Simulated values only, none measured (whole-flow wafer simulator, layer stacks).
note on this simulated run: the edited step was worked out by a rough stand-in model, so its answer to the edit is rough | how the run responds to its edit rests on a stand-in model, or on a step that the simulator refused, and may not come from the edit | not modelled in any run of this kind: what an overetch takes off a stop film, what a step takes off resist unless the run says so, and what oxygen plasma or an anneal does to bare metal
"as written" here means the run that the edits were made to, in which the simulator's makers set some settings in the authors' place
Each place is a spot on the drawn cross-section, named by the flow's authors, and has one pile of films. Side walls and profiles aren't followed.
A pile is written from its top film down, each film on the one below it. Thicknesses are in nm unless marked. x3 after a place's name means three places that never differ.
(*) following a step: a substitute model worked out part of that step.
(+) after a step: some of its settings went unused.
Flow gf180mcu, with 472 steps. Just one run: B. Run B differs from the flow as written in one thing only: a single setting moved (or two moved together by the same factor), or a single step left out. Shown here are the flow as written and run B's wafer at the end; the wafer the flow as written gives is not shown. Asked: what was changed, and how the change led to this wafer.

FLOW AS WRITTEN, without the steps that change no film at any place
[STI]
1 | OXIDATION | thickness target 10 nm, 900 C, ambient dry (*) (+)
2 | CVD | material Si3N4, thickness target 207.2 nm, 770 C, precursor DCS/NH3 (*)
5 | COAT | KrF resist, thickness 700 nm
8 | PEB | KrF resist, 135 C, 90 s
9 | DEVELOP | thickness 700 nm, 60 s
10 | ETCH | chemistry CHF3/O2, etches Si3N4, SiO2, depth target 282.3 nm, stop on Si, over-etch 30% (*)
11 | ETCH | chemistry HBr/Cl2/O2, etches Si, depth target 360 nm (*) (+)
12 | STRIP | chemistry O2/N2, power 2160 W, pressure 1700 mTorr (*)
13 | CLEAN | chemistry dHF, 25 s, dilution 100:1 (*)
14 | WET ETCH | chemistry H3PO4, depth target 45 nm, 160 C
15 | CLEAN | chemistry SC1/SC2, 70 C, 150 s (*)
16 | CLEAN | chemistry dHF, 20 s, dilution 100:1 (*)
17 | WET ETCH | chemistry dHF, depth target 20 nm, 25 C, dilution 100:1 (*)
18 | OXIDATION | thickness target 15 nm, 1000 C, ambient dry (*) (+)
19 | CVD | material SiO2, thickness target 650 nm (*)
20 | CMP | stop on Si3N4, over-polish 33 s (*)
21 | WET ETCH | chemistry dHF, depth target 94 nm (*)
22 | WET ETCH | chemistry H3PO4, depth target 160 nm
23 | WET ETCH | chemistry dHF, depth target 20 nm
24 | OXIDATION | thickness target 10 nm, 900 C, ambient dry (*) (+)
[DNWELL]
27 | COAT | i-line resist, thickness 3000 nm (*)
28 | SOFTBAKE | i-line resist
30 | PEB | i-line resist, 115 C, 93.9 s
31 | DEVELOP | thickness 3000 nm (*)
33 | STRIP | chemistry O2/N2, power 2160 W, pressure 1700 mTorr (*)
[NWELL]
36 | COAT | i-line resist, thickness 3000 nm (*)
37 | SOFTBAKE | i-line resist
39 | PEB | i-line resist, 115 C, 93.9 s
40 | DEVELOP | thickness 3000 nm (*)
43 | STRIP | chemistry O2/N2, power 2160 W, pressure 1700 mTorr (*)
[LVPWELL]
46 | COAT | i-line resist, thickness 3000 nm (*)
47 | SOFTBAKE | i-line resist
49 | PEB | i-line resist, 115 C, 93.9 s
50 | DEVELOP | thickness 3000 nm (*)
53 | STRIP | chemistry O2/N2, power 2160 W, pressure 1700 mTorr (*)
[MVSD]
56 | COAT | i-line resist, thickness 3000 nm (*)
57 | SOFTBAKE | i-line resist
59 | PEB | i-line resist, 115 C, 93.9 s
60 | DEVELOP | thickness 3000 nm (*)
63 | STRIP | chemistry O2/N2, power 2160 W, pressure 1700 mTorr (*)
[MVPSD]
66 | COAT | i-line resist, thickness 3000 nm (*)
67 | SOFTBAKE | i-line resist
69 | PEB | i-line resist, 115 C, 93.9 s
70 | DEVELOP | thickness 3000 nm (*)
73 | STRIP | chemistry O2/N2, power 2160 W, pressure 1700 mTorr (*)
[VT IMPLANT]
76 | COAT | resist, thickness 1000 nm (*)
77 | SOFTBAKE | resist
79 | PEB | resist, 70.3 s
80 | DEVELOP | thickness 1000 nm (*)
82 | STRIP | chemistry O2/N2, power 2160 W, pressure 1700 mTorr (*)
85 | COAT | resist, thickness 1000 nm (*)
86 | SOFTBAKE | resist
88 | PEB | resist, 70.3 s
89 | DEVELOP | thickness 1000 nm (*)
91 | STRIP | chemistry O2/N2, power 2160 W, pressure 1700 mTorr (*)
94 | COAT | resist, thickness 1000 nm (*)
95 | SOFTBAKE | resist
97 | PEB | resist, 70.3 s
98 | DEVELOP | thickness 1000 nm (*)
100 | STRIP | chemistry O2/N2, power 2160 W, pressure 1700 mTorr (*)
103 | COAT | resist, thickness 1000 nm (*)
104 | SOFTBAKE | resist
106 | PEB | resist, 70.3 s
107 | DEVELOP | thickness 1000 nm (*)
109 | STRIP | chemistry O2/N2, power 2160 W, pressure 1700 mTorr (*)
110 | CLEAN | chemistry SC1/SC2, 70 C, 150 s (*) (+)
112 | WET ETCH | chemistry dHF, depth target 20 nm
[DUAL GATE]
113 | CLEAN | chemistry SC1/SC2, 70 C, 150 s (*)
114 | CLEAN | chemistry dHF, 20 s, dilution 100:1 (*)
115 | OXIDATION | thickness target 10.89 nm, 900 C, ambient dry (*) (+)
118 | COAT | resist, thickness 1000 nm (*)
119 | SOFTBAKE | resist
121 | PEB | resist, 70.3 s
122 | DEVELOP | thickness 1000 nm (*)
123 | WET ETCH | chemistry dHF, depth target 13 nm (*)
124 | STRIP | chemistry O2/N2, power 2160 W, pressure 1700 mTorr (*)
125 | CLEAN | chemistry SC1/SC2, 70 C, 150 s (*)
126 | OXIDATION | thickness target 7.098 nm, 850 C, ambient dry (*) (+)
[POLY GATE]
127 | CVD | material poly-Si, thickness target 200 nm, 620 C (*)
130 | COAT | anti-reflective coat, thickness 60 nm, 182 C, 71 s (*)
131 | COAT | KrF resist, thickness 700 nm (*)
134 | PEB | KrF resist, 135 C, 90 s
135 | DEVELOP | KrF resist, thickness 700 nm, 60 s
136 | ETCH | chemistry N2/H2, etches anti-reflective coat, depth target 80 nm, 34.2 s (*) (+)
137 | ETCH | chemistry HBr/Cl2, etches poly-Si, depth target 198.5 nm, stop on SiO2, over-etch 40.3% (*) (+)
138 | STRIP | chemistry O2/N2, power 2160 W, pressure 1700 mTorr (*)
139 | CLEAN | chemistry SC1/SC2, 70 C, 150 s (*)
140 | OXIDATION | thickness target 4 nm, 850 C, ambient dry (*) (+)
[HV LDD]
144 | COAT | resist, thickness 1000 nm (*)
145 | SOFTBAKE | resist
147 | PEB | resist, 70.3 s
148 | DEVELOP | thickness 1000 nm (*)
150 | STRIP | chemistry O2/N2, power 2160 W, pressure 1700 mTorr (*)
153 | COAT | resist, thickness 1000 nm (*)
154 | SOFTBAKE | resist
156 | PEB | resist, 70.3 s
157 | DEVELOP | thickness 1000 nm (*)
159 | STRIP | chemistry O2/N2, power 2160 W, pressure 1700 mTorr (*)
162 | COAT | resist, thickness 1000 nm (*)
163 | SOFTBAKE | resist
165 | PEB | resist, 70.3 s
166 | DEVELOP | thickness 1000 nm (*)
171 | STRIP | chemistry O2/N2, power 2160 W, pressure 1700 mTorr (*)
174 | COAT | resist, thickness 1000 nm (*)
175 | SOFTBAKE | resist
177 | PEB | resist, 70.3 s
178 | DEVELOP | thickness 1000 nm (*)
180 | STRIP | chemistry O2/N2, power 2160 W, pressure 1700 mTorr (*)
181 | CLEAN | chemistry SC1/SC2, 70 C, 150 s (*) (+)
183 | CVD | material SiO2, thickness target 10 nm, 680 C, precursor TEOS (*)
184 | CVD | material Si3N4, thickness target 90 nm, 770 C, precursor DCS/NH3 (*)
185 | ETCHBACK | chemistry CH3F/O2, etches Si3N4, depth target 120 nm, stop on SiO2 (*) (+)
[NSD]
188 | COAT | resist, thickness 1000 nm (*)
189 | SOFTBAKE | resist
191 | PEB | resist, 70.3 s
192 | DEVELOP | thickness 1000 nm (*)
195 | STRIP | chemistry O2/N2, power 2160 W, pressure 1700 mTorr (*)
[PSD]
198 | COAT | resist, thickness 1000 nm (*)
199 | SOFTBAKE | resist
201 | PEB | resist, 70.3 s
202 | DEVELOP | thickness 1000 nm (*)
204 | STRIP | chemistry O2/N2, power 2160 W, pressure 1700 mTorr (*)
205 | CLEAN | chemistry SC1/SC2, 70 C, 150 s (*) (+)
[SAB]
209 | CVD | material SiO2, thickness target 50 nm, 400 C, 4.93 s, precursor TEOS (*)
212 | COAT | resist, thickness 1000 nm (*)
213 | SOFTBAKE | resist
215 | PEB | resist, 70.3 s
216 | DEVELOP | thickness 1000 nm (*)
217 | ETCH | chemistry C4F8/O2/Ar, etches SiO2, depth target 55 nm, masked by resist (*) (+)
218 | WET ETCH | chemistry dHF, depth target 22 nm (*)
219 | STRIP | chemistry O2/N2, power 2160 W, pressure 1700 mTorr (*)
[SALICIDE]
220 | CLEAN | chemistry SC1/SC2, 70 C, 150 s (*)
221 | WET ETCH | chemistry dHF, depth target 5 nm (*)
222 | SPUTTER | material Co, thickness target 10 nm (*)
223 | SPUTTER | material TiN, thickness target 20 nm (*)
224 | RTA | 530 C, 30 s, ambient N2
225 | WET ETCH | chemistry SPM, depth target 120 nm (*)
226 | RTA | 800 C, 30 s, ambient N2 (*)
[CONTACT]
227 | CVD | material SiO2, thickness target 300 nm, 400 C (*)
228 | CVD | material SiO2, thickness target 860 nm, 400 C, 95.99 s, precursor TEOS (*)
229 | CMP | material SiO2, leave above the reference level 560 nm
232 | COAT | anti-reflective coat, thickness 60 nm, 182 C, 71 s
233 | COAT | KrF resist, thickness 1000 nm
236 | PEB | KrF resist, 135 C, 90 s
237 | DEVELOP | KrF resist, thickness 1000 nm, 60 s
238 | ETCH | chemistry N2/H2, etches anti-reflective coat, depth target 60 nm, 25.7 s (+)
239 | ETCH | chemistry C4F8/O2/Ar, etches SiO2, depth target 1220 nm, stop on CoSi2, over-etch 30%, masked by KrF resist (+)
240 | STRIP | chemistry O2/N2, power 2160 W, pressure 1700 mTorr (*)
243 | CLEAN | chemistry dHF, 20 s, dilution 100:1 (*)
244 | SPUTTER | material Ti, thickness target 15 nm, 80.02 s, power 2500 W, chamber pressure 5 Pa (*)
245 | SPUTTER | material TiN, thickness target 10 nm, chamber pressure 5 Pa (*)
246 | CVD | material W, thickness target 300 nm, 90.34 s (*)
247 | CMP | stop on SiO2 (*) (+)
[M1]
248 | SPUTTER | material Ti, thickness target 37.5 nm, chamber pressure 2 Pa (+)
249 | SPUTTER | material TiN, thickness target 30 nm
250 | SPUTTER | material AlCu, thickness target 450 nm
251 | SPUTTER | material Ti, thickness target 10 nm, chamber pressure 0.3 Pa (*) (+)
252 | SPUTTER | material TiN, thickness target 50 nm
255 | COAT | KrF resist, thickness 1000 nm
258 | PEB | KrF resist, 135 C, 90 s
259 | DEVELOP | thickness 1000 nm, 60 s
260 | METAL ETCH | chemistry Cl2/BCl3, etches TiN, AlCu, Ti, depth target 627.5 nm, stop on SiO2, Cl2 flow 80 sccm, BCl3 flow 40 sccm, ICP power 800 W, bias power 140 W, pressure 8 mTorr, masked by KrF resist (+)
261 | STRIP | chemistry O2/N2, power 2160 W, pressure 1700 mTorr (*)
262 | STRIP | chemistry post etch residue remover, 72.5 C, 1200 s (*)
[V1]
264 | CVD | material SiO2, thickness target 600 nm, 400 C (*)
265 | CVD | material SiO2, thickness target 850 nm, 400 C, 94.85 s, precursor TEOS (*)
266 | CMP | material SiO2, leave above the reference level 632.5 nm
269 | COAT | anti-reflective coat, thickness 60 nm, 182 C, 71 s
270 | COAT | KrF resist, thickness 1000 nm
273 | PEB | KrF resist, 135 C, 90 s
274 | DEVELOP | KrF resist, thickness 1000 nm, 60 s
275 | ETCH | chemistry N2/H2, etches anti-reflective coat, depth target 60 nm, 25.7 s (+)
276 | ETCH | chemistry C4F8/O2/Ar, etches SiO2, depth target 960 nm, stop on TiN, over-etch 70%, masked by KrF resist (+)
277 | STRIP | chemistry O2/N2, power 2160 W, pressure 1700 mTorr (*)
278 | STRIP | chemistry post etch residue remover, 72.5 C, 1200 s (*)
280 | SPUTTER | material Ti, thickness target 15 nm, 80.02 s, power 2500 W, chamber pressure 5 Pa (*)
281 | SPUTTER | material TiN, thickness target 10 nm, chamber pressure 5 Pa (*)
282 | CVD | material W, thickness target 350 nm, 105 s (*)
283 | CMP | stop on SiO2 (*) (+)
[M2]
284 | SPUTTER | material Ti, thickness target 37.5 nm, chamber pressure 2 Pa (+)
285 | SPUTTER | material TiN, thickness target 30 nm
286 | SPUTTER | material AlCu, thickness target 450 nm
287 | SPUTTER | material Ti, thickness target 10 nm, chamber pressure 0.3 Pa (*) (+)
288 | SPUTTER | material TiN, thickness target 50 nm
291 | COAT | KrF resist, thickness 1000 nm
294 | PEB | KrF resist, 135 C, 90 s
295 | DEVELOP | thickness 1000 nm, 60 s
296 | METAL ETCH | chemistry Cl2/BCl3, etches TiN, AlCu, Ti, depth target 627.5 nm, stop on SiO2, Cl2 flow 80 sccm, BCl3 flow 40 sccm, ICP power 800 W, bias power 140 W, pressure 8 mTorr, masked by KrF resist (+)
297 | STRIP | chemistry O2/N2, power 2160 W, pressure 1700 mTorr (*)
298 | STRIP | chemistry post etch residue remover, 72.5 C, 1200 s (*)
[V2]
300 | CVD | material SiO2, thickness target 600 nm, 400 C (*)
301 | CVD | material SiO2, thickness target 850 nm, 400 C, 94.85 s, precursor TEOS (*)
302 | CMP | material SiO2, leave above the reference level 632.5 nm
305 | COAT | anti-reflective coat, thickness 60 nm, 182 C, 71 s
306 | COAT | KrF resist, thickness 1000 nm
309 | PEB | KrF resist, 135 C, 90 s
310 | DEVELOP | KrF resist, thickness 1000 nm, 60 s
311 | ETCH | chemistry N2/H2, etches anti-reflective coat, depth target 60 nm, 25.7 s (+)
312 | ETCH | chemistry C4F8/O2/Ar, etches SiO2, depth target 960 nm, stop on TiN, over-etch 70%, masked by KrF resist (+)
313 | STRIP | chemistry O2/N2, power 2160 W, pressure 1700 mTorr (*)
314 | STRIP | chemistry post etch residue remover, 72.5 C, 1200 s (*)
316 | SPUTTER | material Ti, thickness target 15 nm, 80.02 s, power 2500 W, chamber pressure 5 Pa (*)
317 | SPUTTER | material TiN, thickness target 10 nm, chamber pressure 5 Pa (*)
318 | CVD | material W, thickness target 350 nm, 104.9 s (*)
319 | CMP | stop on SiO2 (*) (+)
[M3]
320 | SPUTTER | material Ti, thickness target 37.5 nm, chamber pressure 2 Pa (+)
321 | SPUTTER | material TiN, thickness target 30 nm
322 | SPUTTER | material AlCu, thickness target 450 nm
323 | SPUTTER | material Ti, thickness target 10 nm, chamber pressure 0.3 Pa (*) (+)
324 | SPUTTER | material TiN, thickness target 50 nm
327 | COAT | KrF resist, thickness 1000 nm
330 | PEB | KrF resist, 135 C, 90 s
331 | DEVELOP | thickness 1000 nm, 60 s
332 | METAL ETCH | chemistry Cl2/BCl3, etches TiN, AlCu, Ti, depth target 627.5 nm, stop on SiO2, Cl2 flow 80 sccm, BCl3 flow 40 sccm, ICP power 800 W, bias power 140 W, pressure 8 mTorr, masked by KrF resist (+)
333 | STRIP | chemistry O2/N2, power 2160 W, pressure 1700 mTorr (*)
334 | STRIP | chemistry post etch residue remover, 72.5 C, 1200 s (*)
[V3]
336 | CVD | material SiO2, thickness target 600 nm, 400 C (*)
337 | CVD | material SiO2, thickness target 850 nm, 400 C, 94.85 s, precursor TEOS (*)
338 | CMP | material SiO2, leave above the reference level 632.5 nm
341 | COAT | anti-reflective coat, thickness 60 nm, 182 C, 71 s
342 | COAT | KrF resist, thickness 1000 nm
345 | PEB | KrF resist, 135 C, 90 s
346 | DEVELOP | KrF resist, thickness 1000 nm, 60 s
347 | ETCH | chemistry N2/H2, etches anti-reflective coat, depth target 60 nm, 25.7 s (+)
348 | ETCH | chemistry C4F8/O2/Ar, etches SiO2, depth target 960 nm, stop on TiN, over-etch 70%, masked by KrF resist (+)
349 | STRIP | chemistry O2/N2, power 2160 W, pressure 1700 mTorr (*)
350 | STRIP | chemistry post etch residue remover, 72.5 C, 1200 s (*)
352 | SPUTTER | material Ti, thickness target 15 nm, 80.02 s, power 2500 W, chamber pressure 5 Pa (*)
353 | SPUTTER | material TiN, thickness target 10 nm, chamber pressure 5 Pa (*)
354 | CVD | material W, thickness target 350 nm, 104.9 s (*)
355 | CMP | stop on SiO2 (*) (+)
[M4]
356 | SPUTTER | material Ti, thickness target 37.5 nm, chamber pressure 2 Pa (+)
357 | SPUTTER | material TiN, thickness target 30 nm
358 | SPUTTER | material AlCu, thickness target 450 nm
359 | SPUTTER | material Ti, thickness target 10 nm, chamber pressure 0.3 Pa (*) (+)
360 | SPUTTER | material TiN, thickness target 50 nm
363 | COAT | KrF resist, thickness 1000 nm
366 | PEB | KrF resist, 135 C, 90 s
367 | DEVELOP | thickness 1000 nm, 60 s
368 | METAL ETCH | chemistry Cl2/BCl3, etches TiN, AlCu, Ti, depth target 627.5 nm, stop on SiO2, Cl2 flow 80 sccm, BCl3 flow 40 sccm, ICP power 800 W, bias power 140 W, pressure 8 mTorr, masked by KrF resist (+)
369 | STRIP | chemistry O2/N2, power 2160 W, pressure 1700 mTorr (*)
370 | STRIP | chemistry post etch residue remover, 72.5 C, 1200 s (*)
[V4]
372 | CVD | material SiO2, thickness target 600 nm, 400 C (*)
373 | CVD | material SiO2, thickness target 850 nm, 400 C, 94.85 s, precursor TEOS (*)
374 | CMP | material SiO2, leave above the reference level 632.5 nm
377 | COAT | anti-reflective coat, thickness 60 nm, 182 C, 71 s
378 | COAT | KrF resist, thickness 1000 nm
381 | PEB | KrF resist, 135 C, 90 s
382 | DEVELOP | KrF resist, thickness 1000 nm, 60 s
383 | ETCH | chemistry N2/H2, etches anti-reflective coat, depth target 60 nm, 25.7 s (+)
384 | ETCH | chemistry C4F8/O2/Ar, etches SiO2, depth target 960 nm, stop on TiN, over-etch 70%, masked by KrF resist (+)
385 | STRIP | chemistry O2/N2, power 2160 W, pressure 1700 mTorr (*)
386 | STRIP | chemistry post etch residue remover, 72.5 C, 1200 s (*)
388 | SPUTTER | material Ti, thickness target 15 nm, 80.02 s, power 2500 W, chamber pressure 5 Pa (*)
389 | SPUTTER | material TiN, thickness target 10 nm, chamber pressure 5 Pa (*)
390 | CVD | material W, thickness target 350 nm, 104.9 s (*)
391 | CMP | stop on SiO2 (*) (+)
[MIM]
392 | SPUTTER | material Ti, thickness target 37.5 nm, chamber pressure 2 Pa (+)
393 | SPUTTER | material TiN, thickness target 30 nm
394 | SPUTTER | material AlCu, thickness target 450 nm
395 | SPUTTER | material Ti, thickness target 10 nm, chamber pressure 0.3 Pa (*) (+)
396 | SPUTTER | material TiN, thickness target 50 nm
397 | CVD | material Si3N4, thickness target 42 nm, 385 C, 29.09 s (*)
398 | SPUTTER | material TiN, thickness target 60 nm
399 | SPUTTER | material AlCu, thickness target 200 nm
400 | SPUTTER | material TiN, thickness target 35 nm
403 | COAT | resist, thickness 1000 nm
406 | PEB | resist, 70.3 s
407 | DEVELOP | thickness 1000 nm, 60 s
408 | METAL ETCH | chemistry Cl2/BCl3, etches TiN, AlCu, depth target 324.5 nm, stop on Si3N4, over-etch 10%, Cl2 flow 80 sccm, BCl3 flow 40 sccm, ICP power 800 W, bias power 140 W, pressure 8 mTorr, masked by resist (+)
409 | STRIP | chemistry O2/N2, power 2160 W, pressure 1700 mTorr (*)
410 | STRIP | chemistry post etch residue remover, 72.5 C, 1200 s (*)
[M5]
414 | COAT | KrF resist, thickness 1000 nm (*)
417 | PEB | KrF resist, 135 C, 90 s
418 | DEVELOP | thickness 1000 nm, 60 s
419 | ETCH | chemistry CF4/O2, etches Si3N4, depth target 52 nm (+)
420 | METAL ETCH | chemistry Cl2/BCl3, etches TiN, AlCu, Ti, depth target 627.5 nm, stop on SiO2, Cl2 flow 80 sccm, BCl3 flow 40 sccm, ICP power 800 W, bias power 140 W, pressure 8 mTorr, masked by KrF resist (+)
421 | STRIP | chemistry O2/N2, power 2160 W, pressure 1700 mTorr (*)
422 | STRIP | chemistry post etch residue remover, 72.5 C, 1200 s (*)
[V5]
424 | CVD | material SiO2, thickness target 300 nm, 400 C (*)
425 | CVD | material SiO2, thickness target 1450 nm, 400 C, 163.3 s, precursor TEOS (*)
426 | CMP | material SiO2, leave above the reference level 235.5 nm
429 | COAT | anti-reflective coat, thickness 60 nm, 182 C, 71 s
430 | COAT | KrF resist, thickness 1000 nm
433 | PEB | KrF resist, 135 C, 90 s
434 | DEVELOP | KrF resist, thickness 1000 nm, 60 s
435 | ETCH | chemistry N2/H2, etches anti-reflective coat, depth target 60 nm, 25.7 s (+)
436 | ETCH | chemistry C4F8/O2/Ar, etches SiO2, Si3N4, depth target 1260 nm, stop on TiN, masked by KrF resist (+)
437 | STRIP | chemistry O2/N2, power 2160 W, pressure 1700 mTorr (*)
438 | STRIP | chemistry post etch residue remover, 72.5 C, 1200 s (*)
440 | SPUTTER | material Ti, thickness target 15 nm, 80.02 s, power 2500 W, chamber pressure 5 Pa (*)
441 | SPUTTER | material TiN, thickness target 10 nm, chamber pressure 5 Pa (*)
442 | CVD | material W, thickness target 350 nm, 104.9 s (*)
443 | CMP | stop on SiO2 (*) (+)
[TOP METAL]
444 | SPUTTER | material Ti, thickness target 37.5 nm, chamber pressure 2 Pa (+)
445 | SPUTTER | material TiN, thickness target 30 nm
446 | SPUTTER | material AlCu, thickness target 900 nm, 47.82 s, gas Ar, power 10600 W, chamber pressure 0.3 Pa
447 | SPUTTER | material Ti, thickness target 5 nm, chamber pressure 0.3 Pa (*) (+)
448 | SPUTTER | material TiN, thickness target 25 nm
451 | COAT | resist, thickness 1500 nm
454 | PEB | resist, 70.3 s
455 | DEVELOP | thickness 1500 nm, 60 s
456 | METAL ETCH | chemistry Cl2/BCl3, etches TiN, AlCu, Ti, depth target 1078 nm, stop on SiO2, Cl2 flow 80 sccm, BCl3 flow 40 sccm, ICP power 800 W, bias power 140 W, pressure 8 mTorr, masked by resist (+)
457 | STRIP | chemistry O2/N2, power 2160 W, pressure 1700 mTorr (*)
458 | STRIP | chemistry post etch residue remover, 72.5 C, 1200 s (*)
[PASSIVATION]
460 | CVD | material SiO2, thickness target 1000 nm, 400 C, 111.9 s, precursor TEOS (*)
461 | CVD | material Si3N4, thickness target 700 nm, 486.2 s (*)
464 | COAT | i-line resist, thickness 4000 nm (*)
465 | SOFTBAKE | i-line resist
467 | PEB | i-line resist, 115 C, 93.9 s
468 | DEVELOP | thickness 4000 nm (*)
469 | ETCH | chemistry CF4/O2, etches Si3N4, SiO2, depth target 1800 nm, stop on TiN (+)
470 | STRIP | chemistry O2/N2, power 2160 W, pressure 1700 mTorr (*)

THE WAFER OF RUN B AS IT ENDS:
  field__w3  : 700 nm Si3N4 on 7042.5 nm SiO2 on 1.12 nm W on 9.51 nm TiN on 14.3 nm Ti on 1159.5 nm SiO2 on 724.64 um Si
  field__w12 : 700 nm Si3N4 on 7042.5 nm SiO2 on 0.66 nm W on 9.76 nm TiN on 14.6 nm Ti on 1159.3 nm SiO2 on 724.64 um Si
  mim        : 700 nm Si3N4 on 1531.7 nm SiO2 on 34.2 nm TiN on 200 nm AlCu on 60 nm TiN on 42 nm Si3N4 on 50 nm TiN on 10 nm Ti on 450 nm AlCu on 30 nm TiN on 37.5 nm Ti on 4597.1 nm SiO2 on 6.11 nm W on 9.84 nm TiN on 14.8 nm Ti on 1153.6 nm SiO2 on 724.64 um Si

Cause: step 228, CVD: thickness target 559 nm was run, though the flow has thickness target 860 nm; step 228, CVD: 62.39 s was run, where the flow has 95.99 s.

How this came from the change, step by step:
  228 | CVD | material SiO2, thickness target 860 nm, 400 C, 95.99 s, precursor TEOS (*)
      field, field__w7, field__w8 and 70 more: SiO2 gains 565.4 (as written it would have been: SiO2 gains 860)
      field__w3, field__w12: SiO2 gains 534.2 (as written it would have been: SiO2 gains 807.3)
      (and at 36 other places as well)
  229 | CMP | material SiO2, leave above the reference level 560 nm
      field, field__w10: nothing (as written it would have been: SiO2 loses 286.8)
      field__w7, field__w8: nothing (as written it would have been: SiO2 loses 286.6)
      (and at 107 other places as well)
  232 | COAT | anti-reflective coat, thickness 60 nm, 182 C, 71 s
      n_well, p_well, sti and 7 more: anti-reflective coat gains 55 (new film) (as written it would have been: anti-reflective coat gains 60 (new film))
      field, active_nat: anti-reflective coat gains 64.4 (new film) (as written it would have been: anti-reflective coat gains 60 (new film))
      (and at 54 other places as well)
  238 | ETCH | chemistry N2/H2, etches anti-reflective coat, depth target 60 nm, 25.7 s (+)
      polyc_n: anti-reflective coat loses 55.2 (all of it), SiO2 loses 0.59 (as written it would have been: anti-reflective coat loses 60 (all of it), SiO2 loses 0.46)
      polyc_p: anti-reflective coat loses 55 (all of it), SiO2 loses 0.59 (as written it would have been: anti-reflective coat loses 60 (all of it), SiO2 loses 0.46)
  240 | STRIP | chemistry O2/N2, power 2160 W, pressure 1700 mTorr (*)
      p_well, sti, spacer, sd_n, mim_1p0, pad, dice_street: KrF resist loses 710 (all of it), anti-reflective coat loses 55 (all of it) (as written it would have been: KrF resist loses 707.7 (all of it), anti-reflective coat loses 60 (all of it))
      field: KrF resist loses 709.3 (all of it), anti-reflective coat loses 64.4 (all of it) (as written it would have been: KrF resist loses 707.7 (all of it), anti-reflective coat loses 60 (all of it))
      (and at 56 other places as well)
  244 | SPUTTER | material Ti, thickness target 15 nm, 80.02 s, power 2500 W, chamber pressure 5 Pa (*)
      field__w2, ld_drift_p: Ti gains 14.4 (new film) (as written it would have been: Ti gains 15 (new film))
      field__w3: Ti gains 14.3 (new film) (as written it would have been: Ti gains 15 (new film))
  247 | CMP | stop on SiO2 (*) (+)
      field, field__w1, field__w7 and 7 more: W loses 300 (all of it), TiN loses 10 (all of it), Ti loses 15 (all of it) (as written it would have been: W loses 300 (all of it), TiN loses 10 (all of it), Ti loses 15 (all of it), SiO2 loses 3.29)
      field_sub, field_sub__w2: W loses 300 (all of it), TiN loses 9.08 (as written it would have been: W loses 300 (all of it), TiN loses 10 (all of it), Ti loses 15 (all of it), SiO2 loses 3.29)
      (and at 19 other places as well)
  248 | SPUTTER | material Ti, thickness target 37.5 nm, chamber pressure 2 Pa (+)
      field__w6, sd_p, m1, active_nat, ld_sd_n, ld_drn_n, ld_sd_p, nw_enc_fld_lv__w3: Ti gains 37.5 (as written it would have been: Ti gains 37.5 (new film))
  260 | METAL ETCH | chemistry Cl2/BCl3, etches TiN, AlCu, Ti, depth target 627.5 nm, stop on SiO2, Cl2 flow 80 sccm, BCl3 flow 40 sccm, ICP power 800 W, bias power 140 W, pressure 8 mTorr, masked by KrF resist (+)
      field__w3, field__w12, mim, ld_drift_p, ld_drn_p: TiN loses 50 (all of it), Ti loses 10 (all of it), AlCu loses 450 (all of it), TiN loses 30 (all of it), Ti loses 37.5 (all of it), W loses 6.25 (as written it would have been: TiN loses 50 (all of it), Ti loses 10 (all of it), AlCu loses 450 (all of it), TiN loses 30 (all of it), Ti loses 37.5 (all of it))
      field_sub, field_sub__w2: TiN loses 50 (all of it), Ti loses 10 (all of it), AlCu loses 450 (all of it), TiN loses 30 (all of it), Ti loses 37.5 (all of it), TiN loses 0.92 (all of it), Ti loses 15 (all of it) (as written it would have been: TiN loses 50 (all of it), Ti loses 10 (all of it), AlCu loses 450 (all of it), TiN loses 30 (all of it), Ti loses 37.5 (all of it))
      (and at 9 other places as well)
  262 | STRIP | chemistry post etch residue remover, 72.5 C, 1200 s (*)
      field__w3, field__w12, mim, ld_drift_p, ld_drn_p: W loses 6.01 (as written it would have been: nothing)
  264 | CVD | material SiO2, thickness target 600 nm, 400 C (*)
      field__w3, field__w12, mim, ld_drift_p, ld_drn_p: SiO2 gains 600 (new film) (as written it would have been: SiO2 gains 600)
  266 | CMP | material SiO2, leave above the reference level 632.5 nm
      field__w3, field__w12, mim, ld_drift_p, ld_drn_p: SiO2 loses 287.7 (as written it would have been: SiO2 loses 300)
      field_sub, field_sub__w2: SiO2 loses 284.1 (as written it would have been: SiO2 loses 300)
      (and at 6 other places as well)
Taking metal films that touch as one body, field__w3 has 1 body; the flow as written gives 0 bodies.
Taking metal films that touch as one body, field__w12 has 1 body; the flow as written gives 0 bodies.
Taking metal films that touch as one body, mim has 3 bodies (between them, from the top down: Si3N4 42; SiO2 4597.1); the flow as written gives 2 bodies (between them, from the top down: Si3N4 42).
